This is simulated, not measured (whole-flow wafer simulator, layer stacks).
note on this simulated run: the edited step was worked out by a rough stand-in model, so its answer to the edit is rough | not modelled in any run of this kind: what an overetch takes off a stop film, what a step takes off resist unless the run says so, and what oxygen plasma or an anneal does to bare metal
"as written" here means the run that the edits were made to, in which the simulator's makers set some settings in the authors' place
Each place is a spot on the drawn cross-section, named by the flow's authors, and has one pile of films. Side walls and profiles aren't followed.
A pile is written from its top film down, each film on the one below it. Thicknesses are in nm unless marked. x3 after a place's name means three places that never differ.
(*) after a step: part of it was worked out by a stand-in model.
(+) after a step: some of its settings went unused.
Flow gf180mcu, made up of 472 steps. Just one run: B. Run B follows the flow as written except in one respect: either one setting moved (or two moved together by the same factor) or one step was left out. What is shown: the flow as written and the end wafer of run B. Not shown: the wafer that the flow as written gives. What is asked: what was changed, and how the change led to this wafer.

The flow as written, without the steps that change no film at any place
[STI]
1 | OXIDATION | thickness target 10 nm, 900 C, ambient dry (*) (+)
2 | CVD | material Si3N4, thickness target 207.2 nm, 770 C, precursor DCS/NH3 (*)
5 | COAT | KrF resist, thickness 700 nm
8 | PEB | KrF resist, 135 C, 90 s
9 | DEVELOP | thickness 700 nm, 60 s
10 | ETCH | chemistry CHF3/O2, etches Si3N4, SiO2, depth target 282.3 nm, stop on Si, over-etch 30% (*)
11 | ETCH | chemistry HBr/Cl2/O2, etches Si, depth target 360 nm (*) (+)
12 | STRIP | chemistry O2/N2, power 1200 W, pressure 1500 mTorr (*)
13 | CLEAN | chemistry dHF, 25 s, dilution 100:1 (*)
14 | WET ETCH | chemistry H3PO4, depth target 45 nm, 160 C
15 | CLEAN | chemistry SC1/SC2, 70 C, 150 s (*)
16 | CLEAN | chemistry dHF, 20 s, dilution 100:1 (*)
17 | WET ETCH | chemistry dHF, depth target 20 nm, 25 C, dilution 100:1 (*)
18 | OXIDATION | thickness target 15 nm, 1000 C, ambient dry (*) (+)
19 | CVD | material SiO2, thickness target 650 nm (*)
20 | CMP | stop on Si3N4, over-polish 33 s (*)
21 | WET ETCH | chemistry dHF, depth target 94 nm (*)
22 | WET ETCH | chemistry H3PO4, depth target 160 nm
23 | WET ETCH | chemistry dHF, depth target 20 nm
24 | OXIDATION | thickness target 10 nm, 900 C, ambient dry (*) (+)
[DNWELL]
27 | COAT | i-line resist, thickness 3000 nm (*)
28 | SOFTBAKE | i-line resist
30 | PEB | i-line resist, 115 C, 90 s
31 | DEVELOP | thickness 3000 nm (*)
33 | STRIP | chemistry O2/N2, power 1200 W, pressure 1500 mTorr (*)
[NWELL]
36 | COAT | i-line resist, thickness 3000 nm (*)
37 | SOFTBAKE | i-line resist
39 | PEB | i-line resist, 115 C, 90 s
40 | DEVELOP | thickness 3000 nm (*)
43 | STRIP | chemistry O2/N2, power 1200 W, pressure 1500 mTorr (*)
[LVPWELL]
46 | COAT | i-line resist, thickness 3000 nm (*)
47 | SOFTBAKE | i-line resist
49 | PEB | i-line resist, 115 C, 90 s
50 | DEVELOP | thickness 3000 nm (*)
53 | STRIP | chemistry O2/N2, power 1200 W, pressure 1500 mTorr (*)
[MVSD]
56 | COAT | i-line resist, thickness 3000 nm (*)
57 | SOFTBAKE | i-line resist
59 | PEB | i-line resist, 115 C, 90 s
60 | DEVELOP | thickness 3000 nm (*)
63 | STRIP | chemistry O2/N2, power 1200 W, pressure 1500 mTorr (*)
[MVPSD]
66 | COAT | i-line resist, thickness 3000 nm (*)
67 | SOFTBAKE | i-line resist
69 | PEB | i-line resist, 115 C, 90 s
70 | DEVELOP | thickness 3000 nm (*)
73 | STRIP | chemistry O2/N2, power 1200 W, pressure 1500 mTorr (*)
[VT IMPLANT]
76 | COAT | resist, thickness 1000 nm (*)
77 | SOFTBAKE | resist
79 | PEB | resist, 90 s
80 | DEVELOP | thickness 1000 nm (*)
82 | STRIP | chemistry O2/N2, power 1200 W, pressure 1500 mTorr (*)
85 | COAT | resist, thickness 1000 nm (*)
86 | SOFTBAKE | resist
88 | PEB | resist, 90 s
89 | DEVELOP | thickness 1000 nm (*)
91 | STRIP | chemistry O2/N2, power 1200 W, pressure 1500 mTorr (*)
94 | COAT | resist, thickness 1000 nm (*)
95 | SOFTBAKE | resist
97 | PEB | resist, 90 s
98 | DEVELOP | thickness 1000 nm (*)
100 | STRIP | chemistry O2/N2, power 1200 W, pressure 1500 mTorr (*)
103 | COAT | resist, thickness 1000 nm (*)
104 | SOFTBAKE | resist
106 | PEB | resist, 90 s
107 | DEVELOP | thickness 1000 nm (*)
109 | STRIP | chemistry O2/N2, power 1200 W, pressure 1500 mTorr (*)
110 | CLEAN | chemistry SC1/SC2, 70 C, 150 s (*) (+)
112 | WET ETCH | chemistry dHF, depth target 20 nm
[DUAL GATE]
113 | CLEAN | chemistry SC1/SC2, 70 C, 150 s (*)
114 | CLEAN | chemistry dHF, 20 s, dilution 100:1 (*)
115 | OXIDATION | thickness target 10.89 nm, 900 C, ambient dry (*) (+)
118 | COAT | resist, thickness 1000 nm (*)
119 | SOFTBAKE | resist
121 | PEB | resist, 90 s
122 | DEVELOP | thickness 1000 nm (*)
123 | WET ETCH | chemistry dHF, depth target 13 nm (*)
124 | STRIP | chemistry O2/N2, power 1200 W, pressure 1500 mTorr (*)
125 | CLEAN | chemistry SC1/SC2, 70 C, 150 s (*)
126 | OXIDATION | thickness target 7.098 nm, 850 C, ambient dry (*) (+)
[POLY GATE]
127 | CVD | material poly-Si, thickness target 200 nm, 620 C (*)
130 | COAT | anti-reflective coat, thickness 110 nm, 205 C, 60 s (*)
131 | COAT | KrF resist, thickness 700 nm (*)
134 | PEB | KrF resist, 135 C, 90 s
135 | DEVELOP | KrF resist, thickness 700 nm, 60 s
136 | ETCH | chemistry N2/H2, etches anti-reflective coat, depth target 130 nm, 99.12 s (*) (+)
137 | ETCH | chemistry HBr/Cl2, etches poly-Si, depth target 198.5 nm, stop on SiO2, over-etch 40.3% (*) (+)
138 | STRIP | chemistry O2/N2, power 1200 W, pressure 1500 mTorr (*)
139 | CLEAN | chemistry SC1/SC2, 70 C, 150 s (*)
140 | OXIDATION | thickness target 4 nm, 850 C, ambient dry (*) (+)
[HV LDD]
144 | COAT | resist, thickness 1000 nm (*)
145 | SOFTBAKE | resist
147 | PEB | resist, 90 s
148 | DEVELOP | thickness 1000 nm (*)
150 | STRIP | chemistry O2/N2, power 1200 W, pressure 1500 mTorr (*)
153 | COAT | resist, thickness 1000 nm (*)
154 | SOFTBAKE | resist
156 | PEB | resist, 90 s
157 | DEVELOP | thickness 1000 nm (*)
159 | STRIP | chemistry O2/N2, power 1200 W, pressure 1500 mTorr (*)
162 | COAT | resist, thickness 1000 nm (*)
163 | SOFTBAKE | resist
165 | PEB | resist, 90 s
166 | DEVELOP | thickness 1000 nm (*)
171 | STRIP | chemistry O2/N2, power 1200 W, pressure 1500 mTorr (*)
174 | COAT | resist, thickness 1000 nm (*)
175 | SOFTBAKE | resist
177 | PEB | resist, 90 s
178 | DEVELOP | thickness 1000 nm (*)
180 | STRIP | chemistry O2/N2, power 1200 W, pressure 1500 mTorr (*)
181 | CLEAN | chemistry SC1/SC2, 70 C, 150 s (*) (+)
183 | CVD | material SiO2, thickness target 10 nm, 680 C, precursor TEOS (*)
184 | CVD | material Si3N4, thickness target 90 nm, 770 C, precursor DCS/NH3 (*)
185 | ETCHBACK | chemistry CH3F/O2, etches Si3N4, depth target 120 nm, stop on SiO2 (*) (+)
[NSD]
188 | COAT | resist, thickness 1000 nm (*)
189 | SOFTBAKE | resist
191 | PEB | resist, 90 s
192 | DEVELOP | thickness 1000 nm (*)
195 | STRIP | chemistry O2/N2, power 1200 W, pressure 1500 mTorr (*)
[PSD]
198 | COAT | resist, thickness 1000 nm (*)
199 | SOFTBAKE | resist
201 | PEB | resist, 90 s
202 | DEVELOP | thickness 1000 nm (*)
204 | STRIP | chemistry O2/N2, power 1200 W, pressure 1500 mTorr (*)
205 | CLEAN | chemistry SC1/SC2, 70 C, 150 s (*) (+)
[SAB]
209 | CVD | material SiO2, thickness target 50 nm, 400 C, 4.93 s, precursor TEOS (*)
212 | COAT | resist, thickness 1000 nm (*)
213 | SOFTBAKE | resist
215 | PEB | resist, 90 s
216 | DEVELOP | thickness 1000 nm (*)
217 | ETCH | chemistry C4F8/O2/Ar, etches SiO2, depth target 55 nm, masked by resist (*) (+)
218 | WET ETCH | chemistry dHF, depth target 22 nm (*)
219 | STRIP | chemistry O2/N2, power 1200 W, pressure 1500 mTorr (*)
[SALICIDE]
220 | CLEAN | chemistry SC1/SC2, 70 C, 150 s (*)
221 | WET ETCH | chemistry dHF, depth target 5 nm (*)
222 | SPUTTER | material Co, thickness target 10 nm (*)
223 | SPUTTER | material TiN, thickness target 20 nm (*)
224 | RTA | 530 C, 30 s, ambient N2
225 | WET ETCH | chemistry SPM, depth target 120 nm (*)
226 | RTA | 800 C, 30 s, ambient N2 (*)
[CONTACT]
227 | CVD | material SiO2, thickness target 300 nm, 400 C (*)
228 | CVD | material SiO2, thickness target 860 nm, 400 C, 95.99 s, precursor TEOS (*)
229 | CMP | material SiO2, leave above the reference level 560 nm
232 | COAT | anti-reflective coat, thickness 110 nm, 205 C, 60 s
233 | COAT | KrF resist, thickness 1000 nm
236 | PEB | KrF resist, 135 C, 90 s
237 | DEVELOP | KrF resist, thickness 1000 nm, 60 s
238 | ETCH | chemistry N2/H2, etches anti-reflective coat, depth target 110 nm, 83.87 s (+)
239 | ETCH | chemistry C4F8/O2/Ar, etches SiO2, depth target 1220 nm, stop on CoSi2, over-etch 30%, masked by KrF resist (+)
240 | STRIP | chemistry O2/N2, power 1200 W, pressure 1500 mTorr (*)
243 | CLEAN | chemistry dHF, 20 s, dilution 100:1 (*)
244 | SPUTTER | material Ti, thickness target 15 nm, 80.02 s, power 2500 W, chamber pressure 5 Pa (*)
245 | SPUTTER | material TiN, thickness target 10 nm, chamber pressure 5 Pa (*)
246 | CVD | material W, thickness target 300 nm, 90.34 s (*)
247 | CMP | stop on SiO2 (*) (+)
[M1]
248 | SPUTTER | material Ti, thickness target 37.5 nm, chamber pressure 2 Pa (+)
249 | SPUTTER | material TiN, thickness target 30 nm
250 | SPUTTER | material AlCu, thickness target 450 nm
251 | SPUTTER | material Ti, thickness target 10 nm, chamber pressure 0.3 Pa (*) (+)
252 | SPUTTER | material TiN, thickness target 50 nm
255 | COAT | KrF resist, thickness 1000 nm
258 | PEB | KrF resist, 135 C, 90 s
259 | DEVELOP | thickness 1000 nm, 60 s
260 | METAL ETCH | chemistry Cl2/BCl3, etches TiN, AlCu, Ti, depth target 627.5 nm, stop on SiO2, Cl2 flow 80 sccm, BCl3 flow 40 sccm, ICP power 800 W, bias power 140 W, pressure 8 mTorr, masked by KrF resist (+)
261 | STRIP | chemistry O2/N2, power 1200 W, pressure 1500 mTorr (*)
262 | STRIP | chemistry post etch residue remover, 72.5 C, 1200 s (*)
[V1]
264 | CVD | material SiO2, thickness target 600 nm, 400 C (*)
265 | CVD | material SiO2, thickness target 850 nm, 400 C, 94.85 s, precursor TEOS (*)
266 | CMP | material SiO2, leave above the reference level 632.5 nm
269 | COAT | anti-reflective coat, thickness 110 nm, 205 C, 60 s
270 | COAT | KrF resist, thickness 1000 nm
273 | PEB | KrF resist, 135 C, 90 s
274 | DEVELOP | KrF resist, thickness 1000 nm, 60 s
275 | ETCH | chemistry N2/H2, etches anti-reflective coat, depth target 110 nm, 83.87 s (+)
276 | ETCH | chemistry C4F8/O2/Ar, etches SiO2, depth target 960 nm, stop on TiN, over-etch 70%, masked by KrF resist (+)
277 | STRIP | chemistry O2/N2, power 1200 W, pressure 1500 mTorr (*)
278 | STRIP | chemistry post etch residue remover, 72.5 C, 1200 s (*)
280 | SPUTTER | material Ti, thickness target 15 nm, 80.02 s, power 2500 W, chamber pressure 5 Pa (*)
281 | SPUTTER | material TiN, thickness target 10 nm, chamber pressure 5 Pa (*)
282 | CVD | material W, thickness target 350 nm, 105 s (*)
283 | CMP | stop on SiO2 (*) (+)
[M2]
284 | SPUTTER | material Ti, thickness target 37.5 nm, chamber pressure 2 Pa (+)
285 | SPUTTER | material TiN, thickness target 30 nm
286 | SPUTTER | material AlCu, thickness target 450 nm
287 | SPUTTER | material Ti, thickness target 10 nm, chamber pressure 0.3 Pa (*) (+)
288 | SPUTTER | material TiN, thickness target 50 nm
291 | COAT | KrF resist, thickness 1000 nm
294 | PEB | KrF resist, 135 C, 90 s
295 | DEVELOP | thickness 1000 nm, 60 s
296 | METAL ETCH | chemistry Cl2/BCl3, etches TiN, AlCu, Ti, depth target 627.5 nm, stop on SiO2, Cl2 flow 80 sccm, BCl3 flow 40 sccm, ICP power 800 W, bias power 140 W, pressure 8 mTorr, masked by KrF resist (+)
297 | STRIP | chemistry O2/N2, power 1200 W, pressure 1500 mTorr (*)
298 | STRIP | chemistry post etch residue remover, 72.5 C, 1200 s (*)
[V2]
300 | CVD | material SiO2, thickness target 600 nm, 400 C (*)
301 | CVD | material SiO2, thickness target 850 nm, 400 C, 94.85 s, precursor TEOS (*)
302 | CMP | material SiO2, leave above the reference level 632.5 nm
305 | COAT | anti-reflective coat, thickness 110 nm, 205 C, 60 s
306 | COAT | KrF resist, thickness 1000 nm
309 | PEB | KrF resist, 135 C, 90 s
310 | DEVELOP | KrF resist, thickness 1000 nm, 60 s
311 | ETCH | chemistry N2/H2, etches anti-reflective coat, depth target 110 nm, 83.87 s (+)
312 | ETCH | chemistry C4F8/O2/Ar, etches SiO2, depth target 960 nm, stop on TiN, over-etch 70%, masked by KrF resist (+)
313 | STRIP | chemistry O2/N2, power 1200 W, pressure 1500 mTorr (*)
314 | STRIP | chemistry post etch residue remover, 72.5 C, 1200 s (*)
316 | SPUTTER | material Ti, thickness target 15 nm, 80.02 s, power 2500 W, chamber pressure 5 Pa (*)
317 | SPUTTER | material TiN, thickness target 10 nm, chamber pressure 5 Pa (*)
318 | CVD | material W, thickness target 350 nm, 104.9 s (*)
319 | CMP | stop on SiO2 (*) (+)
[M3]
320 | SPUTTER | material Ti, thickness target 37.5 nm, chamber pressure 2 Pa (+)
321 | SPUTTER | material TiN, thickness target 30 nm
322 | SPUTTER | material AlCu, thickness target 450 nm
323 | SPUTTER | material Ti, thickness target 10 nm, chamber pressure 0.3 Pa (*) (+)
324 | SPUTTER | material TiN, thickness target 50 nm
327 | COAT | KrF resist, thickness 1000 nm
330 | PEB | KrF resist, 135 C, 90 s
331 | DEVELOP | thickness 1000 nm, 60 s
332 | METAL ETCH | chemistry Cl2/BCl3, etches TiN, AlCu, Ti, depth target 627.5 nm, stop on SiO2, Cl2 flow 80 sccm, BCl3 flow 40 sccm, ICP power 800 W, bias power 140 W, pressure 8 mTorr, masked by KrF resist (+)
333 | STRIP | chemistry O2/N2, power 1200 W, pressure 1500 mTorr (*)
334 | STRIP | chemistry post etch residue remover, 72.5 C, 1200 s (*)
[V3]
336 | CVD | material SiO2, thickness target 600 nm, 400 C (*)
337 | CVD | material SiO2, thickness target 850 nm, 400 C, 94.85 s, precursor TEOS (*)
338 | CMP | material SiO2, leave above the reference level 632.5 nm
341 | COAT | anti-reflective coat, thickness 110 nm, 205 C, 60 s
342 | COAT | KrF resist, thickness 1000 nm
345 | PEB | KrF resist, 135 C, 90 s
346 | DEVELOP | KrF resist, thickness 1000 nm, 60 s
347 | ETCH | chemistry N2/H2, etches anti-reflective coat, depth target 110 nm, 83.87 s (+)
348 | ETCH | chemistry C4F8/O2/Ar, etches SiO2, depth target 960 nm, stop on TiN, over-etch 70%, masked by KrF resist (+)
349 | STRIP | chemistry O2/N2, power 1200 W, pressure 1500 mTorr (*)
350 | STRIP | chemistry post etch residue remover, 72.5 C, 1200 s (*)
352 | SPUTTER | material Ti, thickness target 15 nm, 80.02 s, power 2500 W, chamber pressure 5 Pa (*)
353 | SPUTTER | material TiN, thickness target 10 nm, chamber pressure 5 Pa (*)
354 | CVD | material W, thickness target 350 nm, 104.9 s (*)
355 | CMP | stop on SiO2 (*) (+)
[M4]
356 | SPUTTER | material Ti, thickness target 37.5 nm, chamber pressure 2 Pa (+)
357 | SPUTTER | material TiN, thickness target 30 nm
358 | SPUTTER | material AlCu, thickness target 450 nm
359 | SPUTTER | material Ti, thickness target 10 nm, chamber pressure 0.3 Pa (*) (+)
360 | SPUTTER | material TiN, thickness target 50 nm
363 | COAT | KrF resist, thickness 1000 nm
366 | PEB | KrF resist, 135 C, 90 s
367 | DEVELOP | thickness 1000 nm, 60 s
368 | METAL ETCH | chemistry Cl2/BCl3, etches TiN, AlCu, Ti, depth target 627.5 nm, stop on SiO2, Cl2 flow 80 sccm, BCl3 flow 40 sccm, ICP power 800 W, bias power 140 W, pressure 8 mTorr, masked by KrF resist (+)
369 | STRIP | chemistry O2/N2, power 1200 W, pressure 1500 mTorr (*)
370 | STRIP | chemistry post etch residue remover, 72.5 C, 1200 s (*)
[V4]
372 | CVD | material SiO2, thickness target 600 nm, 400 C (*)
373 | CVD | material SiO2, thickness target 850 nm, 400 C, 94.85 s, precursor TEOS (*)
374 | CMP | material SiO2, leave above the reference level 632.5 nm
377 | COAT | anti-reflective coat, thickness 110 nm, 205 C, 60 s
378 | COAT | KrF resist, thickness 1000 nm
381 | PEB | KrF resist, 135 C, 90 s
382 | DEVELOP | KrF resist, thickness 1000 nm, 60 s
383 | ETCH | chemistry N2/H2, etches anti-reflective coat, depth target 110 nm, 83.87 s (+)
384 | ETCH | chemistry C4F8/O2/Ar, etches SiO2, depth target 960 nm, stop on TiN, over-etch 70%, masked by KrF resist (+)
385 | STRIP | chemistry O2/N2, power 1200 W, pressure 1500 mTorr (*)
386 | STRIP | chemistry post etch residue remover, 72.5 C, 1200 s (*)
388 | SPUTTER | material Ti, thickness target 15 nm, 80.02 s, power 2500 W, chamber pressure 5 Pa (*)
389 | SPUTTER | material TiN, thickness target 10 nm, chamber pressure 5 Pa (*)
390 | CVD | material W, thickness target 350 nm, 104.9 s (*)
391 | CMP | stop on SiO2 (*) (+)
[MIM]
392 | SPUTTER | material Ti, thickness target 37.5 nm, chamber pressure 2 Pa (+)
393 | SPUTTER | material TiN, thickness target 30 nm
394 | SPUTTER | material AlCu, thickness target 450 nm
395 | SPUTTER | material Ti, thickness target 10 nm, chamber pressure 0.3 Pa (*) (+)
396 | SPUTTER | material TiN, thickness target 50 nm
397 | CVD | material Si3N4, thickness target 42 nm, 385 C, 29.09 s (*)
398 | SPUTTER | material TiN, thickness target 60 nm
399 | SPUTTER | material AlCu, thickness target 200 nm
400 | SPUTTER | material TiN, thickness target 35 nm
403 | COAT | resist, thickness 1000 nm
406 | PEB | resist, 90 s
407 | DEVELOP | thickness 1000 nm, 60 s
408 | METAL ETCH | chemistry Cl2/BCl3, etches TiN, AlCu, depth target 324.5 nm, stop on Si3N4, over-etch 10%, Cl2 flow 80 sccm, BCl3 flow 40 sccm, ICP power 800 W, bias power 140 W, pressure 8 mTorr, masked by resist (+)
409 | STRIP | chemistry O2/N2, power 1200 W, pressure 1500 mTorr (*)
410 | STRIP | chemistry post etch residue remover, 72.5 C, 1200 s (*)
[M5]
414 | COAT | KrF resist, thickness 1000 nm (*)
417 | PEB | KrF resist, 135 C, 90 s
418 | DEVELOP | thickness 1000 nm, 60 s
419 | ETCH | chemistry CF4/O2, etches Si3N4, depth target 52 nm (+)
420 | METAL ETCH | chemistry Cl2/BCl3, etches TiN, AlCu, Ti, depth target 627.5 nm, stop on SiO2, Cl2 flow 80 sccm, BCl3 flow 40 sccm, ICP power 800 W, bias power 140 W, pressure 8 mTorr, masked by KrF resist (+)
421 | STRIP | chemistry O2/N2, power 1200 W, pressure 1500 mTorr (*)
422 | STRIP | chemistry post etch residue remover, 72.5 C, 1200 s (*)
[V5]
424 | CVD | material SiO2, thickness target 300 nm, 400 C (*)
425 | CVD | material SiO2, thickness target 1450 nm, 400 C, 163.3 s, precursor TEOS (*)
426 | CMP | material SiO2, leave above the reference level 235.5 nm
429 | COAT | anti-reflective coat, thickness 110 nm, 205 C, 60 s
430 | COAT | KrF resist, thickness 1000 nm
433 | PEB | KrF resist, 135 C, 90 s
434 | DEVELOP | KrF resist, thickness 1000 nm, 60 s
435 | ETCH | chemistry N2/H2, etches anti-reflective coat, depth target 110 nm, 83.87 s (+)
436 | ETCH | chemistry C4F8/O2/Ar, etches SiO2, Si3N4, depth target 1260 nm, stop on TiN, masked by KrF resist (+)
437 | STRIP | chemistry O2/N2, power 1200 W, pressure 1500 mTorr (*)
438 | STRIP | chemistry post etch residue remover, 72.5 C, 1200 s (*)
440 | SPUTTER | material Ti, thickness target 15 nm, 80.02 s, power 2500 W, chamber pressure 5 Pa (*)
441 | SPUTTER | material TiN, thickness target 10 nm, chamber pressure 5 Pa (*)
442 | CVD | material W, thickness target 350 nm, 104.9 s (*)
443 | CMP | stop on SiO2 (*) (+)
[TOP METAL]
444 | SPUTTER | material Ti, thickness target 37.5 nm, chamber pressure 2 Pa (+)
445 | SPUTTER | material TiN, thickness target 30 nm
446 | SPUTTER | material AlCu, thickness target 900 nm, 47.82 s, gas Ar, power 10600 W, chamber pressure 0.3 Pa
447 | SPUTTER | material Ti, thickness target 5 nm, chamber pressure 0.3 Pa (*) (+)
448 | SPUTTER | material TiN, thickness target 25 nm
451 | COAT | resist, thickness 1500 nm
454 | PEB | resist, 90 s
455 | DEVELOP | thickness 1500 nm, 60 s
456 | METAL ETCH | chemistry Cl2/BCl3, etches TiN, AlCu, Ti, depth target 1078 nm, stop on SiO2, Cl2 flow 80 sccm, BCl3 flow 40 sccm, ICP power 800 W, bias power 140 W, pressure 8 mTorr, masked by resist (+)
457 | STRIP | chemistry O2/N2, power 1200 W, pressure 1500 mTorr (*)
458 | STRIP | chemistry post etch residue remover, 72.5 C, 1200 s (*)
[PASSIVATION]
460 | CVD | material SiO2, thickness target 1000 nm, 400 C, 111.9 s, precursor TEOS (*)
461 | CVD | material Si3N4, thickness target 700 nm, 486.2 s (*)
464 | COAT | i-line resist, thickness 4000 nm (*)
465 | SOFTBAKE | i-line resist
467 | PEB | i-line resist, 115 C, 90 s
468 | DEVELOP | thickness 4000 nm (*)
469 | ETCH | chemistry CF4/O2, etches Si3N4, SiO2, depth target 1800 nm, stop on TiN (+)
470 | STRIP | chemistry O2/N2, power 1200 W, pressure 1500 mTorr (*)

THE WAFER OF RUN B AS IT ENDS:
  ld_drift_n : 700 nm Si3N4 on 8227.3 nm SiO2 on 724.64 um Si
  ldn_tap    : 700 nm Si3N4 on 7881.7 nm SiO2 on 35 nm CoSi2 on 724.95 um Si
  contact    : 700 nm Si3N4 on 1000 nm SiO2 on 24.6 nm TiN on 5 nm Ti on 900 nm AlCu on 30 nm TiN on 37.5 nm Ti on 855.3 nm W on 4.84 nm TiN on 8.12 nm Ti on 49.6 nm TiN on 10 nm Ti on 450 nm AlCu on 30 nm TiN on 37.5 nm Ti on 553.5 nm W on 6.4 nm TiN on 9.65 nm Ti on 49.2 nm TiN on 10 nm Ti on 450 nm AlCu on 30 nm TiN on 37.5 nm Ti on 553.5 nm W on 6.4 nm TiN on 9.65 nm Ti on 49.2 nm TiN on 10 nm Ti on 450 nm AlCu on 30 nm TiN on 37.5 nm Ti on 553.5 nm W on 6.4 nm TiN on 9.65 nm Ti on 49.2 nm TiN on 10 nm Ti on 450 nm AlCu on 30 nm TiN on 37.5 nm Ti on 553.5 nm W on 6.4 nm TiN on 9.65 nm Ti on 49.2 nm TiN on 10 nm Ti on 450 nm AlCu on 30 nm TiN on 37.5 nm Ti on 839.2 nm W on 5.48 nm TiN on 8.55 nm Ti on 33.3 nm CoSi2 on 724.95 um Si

Cause: step 441, SPUTTER: thickness target 9 nm was run, whereas the flow has thickness target 10 nm.

The path from the change to this, step by step:
  441 | SPUTTER | material TiN, thickness target 10 nm, chamber pressure 5 Pa (*)
      field, field__w1, field__w2 and 108 more: +9 TiN (new film) (in the flow as written it would be: +10 TiN (new film))
      contact: +4.84 TiN (new film) (in the flow as written it would be: +5.38 TiN (new film))
  443 | CMP | stop on SiO2 (*) (+)
      field, field__w1, field__w2 and 108 more: -350 W (all of it), -9 TiN (all of it), -15 Ti (all of it), -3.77 SiO2 (in the flow as written it would be: -350 W (all of it), -10 TiN (all of it), -15 Ti (all of it), -3.78 SiO2)
